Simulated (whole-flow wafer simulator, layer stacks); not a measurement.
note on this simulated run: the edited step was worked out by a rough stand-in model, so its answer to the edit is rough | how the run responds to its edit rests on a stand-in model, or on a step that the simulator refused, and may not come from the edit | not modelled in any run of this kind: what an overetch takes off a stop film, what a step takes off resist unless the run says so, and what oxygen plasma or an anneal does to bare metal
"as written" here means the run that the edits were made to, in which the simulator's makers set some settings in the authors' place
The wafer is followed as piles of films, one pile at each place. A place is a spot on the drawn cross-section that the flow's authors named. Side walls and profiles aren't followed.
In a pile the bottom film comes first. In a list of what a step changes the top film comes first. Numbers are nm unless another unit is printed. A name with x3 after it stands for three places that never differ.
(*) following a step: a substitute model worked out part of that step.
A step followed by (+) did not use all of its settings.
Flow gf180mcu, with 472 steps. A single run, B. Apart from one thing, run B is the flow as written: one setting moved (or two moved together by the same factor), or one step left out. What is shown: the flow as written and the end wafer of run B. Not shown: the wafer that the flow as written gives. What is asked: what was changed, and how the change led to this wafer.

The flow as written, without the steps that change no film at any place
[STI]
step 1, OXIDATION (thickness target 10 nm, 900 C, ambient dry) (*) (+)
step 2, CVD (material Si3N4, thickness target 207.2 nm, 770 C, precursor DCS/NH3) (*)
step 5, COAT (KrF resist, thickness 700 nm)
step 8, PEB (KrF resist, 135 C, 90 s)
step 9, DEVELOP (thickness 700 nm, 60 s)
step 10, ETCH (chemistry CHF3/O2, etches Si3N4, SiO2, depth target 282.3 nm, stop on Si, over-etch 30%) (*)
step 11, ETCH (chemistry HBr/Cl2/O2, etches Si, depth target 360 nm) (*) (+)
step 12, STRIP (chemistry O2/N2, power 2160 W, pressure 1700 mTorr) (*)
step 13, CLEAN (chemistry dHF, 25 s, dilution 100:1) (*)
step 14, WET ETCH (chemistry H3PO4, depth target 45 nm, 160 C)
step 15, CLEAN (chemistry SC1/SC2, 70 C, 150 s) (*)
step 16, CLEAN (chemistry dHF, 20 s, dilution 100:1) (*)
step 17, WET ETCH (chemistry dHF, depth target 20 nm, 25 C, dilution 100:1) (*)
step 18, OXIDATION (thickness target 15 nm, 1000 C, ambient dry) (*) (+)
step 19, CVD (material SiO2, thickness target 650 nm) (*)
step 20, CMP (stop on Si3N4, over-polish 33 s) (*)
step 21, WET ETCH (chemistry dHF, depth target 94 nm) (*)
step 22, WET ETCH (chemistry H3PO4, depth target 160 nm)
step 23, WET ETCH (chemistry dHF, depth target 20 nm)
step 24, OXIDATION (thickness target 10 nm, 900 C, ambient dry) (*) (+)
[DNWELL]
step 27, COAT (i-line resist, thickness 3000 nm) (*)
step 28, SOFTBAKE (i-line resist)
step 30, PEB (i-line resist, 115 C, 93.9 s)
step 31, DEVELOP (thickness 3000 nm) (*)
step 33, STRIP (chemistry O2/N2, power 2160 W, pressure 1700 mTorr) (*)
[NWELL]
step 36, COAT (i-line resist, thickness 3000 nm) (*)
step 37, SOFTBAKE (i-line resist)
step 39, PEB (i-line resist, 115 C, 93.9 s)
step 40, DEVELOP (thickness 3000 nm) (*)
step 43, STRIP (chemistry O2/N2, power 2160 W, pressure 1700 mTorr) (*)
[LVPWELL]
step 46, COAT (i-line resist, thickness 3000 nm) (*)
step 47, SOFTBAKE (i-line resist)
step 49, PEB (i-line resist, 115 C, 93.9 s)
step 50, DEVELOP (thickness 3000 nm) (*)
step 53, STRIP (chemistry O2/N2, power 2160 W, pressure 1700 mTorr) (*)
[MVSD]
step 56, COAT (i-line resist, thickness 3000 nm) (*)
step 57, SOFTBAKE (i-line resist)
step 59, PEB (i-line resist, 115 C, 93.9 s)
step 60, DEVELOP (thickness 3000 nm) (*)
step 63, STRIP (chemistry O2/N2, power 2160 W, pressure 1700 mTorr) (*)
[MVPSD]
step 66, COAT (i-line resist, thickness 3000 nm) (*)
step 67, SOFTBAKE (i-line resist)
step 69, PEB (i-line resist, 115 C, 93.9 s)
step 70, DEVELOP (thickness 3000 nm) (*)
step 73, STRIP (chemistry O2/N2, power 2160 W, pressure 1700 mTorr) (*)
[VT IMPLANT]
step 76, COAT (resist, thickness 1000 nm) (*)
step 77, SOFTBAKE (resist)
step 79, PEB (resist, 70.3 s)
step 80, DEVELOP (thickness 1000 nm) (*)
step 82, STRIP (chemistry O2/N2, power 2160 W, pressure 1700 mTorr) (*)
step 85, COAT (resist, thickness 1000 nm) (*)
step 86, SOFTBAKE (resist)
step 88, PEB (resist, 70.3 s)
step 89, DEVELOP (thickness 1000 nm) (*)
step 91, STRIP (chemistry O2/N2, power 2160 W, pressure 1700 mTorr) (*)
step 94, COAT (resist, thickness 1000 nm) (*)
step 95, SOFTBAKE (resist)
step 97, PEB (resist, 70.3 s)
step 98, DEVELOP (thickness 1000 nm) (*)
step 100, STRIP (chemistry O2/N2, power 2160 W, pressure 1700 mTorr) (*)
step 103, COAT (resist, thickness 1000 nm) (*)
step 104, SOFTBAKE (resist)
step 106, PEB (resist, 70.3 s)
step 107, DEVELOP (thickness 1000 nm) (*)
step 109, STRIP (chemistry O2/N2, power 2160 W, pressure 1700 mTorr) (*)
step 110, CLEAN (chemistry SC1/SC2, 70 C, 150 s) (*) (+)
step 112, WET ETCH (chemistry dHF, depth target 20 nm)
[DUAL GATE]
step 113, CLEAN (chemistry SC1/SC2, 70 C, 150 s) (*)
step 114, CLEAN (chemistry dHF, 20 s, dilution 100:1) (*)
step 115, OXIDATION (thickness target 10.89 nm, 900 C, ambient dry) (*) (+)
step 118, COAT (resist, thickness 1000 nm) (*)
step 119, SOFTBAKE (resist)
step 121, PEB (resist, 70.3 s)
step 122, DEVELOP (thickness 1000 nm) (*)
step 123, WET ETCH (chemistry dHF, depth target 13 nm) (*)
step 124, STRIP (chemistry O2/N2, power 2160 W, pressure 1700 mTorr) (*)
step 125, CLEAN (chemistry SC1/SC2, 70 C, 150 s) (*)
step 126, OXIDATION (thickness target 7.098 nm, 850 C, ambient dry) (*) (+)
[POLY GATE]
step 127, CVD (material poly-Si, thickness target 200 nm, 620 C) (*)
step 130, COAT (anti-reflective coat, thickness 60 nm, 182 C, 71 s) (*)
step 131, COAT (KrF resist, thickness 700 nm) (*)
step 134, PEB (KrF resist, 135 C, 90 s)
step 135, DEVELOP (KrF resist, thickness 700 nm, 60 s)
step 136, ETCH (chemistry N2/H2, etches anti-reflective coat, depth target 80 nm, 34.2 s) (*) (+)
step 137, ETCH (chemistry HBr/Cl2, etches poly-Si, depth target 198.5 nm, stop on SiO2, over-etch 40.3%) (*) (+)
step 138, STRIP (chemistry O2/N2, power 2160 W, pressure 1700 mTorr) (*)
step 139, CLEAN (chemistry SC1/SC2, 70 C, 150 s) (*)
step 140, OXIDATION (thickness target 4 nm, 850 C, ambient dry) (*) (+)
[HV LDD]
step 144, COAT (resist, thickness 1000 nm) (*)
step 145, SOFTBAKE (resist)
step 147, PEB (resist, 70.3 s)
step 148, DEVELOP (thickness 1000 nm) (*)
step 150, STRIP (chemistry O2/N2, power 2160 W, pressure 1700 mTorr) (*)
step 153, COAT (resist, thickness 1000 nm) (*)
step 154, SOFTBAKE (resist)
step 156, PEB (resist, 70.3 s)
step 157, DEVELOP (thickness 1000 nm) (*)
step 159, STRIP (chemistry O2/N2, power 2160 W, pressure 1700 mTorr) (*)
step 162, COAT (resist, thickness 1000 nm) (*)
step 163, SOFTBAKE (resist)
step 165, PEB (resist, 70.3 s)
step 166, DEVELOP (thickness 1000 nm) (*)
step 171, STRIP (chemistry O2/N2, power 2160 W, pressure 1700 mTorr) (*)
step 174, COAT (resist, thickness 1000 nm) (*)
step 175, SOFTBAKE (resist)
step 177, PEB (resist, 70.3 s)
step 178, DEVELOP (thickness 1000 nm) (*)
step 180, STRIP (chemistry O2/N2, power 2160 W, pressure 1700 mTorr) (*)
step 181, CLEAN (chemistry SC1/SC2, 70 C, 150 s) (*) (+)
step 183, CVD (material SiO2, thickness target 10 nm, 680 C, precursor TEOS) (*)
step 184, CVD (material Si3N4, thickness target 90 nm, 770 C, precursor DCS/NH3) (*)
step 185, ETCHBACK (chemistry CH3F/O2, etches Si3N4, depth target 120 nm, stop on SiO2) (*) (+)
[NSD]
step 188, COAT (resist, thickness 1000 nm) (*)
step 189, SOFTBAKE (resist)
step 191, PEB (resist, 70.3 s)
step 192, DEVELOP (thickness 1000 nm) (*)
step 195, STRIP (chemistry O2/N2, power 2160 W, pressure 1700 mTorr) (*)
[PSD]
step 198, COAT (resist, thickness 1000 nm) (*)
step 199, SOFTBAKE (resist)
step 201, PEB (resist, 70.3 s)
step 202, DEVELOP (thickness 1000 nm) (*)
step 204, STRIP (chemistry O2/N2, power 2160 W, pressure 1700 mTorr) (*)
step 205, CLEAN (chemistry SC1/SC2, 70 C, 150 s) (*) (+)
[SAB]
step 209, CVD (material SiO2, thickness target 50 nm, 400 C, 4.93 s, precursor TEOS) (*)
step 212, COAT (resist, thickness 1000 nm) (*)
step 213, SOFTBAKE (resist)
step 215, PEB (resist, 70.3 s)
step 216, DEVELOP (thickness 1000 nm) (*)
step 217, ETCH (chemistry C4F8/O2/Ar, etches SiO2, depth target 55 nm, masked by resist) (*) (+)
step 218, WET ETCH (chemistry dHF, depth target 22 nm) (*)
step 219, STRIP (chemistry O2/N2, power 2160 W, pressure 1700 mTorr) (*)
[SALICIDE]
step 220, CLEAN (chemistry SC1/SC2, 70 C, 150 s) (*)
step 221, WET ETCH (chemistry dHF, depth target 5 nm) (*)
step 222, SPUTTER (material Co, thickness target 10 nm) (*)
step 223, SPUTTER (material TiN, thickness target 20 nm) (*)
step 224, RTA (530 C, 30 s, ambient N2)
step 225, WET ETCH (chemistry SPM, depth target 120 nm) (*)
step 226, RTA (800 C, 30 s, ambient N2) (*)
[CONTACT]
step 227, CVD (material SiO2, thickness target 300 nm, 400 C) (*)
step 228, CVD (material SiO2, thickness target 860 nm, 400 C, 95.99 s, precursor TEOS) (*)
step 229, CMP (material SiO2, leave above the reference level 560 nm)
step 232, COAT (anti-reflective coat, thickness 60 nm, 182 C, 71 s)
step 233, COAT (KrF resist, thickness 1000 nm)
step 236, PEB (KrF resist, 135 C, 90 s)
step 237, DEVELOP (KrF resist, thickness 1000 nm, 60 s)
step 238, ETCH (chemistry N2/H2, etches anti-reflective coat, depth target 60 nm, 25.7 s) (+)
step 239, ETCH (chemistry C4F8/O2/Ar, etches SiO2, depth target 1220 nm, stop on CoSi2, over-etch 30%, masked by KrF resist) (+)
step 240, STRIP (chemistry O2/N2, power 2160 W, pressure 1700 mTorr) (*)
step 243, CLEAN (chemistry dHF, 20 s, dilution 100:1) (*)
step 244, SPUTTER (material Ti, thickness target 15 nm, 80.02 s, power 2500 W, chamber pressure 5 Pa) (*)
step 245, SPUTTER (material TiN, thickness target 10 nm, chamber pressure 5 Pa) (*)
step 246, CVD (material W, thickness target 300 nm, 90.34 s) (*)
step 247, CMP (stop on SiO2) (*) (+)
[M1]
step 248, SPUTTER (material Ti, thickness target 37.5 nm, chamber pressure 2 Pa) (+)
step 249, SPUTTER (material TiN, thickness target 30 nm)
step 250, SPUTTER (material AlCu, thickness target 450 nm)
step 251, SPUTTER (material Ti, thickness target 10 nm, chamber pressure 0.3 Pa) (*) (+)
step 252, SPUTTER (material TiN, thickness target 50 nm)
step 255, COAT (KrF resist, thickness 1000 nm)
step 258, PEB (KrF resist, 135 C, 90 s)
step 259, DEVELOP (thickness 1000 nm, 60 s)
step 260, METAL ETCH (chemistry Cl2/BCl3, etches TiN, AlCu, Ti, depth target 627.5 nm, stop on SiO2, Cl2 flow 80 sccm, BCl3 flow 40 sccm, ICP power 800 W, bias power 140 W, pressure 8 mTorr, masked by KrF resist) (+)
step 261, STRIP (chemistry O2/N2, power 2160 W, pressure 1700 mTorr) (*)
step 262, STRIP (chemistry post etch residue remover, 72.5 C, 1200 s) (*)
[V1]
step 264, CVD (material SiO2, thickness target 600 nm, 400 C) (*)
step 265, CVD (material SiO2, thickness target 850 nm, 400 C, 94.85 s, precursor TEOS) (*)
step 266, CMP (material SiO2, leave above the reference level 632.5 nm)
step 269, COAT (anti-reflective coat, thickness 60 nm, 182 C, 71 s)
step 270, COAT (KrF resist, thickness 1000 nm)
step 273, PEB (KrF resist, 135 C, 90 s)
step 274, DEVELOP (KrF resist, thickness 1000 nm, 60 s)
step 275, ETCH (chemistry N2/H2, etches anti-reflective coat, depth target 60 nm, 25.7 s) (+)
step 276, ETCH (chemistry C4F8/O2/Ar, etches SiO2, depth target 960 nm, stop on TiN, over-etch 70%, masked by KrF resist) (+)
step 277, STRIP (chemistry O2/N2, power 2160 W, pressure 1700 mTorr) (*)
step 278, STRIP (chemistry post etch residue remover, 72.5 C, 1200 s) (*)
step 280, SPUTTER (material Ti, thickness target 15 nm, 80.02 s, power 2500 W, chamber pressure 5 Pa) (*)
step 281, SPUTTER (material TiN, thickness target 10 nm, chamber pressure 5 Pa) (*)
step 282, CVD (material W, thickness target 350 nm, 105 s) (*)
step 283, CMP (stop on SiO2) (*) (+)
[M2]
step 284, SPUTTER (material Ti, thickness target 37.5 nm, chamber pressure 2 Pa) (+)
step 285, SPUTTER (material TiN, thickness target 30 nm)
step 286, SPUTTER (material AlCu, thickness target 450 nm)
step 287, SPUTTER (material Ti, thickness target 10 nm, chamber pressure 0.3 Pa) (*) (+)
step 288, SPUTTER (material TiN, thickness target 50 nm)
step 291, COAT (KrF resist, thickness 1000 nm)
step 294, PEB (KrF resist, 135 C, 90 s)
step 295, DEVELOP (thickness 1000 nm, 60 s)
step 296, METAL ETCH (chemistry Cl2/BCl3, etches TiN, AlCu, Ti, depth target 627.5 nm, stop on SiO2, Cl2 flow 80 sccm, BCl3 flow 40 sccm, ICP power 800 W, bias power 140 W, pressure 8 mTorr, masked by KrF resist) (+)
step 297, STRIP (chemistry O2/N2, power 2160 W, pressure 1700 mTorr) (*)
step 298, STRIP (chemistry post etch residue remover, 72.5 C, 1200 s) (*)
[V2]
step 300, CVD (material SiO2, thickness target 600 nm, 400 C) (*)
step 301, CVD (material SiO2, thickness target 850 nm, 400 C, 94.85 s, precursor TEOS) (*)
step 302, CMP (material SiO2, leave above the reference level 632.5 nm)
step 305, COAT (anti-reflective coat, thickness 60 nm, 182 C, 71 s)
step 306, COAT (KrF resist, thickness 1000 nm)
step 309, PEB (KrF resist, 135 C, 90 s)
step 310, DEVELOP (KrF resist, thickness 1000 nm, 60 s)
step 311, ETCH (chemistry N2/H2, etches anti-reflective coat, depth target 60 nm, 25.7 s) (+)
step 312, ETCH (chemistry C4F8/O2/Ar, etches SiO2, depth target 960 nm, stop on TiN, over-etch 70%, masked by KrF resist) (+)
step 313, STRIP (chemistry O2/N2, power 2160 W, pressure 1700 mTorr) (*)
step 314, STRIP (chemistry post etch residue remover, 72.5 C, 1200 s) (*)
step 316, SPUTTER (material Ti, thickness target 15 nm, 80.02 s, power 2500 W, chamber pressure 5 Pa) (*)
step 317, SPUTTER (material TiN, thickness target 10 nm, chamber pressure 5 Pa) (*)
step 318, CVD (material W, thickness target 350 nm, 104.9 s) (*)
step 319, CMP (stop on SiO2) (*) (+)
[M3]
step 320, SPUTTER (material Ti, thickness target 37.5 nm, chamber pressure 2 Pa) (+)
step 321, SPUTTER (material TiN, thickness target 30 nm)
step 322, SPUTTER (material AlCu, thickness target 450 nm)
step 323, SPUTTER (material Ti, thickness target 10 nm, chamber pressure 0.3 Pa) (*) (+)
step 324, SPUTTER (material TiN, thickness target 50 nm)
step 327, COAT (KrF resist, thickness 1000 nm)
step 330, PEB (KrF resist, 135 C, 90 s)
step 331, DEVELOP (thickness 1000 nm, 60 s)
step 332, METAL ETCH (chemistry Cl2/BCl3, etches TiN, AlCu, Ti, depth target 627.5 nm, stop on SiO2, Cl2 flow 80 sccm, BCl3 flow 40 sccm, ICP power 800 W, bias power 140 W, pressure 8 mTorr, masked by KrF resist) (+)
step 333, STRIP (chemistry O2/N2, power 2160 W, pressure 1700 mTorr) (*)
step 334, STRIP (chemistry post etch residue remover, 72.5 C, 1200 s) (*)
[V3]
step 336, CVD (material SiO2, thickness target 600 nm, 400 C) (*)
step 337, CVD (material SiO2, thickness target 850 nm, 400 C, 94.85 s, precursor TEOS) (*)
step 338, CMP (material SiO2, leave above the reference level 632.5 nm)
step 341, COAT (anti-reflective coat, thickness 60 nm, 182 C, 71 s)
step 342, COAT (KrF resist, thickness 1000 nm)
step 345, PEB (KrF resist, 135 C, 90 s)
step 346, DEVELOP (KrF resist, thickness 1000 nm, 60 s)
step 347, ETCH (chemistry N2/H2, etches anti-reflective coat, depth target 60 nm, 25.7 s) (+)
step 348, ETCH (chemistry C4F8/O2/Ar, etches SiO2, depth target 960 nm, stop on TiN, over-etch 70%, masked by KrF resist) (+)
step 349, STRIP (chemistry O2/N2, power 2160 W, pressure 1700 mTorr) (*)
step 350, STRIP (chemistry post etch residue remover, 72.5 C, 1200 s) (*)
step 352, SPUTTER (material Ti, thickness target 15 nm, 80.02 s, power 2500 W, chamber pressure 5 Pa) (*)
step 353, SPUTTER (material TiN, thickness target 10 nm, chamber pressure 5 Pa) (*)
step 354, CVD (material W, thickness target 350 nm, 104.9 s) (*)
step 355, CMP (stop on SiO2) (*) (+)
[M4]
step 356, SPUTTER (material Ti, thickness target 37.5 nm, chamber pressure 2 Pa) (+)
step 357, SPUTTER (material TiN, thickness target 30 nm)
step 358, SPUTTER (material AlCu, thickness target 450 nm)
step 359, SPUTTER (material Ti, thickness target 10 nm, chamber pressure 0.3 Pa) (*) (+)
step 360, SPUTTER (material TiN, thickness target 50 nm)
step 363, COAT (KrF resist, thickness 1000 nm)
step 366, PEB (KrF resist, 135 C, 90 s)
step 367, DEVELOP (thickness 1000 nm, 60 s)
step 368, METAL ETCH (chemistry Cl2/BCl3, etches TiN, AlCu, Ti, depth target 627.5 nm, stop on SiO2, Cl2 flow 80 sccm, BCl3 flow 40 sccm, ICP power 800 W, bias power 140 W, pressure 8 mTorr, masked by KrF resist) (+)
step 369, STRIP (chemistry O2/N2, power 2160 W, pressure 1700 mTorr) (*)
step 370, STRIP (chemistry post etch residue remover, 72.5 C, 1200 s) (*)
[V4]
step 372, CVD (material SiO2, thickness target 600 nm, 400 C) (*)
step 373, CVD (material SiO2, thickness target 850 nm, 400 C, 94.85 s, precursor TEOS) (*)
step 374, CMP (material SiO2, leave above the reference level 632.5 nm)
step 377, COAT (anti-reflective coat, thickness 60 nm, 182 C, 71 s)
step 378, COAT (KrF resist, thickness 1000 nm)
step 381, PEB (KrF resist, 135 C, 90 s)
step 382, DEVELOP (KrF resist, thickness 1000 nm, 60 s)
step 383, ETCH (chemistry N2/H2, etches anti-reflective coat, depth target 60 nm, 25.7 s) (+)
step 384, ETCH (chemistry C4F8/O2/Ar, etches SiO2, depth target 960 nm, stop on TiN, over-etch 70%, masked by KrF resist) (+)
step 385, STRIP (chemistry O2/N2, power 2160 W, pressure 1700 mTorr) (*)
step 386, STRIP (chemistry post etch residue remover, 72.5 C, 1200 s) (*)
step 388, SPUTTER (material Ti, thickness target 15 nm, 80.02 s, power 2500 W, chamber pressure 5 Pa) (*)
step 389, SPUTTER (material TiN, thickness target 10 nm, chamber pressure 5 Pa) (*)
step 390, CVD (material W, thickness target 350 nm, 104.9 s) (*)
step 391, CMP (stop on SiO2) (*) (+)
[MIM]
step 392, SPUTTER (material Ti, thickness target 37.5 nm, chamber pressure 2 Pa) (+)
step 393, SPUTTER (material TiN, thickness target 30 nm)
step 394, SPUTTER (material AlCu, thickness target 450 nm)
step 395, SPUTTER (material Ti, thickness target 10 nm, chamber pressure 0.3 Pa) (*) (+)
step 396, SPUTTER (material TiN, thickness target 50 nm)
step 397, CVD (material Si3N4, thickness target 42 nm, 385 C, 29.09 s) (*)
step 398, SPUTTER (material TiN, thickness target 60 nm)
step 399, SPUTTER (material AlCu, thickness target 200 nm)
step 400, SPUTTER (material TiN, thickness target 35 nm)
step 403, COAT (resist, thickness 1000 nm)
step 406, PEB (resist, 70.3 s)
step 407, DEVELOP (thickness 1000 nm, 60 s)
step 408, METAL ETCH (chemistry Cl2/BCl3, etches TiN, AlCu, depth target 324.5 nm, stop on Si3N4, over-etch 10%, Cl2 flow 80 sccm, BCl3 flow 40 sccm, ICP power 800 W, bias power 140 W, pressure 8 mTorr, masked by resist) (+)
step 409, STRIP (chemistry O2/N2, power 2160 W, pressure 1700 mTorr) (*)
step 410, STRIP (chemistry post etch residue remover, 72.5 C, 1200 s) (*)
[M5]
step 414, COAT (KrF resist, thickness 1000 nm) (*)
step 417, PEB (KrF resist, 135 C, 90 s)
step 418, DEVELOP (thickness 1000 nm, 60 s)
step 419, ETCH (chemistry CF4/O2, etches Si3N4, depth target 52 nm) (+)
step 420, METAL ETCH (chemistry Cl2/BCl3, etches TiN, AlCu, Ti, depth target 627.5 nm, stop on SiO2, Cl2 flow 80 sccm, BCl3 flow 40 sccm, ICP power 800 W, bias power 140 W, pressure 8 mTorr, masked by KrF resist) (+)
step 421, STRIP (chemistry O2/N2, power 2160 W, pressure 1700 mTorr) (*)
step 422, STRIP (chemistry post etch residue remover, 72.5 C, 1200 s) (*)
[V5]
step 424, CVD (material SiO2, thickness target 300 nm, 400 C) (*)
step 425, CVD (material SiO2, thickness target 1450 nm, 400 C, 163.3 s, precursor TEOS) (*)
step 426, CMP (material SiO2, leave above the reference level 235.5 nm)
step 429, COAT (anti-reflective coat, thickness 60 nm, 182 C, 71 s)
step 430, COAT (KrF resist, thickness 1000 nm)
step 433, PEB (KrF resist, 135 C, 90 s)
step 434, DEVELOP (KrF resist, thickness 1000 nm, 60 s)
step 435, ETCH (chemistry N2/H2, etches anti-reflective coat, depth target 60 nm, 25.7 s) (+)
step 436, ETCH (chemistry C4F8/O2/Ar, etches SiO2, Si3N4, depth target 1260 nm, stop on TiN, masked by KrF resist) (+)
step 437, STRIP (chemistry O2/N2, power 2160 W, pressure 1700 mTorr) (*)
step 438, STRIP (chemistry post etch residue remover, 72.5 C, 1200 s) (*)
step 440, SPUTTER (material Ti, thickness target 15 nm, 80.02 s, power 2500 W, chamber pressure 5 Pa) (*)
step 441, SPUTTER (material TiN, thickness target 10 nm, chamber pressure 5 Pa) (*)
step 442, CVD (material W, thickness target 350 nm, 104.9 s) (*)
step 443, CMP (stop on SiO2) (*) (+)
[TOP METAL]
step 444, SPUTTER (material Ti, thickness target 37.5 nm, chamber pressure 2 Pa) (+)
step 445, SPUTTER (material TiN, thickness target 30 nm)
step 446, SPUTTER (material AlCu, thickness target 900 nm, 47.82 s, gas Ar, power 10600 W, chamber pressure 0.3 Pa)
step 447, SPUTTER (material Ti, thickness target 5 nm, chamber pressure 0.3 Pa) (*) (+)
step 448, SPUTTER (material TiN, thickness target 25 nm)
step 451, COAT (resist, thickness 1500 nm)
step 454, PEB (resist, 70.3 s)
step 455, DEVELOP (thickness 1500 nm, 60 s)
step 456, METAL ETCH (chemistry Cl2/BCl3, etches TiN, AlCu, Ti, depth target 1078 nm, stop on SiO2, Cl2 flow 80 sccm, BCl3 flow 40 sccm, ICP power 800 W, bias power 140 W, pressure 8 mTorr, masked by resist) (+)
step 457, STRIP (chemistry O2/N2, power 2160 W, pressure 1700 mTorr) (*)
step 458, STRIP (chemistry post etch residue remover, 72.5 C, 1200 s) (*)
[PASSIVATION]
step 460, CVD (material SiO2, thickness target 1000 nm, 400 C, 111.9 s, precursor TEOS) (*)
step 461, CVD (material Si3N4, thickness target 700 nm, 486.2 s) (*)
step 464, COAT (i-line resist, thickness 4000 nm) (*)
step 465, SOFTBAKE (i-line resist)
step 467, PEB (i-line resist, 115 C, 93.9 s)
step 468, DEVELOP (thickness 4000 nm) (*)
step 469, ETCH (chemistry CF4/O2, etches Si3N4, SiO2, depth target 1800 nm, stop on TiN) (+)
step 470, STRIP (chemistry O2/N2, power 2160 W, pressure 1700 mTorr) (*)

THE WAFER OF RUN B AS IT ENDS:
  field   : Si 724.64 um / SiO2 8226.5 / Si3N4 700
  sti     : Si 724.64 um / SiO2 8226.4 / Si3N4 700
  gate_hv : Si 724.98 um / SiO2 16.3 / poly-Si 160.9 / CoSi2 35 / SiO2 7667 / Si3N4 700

What caused this: step 115, OXIDATION: thickness target 13.17 nm was run, though the flow has thickness target 10.89 nm.

The path from the change to this, step by step:
  step 115, OXIDATION (thickness target 10.89 nm, 900 C, ambient dry) (*) (+)
      active, n_well, p_well and 40 more: SiO2 gains 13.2 (new film), Si loses 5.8 (it would be, as written: SiO2 gains 10.9 (new film), Si loses 4.79)
  step 123, WET ETCH (chemistry dHF, depth target 13 nm) (*)
      active, n_well, p_well and 12 more: SiO2 loses 13.2 (all of it) (it would be, as written: SiO2 loses 10.9 (all of it))
  step 189, SOFTBAKE (resist)
      field__w9: resist loses 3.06 (it would be, as written: resist gains 6.92)
  step 199, SOFTBAKE (resist)
      field__w9: resist loses 3.06 (it would be, as written: resist gains 6.92)
  step 218, WET ETCH (chemistry dHF, depth target 22 nm) (*)
      ldn_tap, ldn_src, ldn_drn, ldp_tap, ldp_src, ldp_drn, ldp_gr: SiO2 loses 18 (all of it) (it would be, as written: SiO2 loses 16 (all of it))
      ld_drn_n, ld_sd_p: SiO2 loses 16.8 (all of it) (it would be, as written: SiO2 loses 14.8 (all of it))
      (and at 5 other places as well)
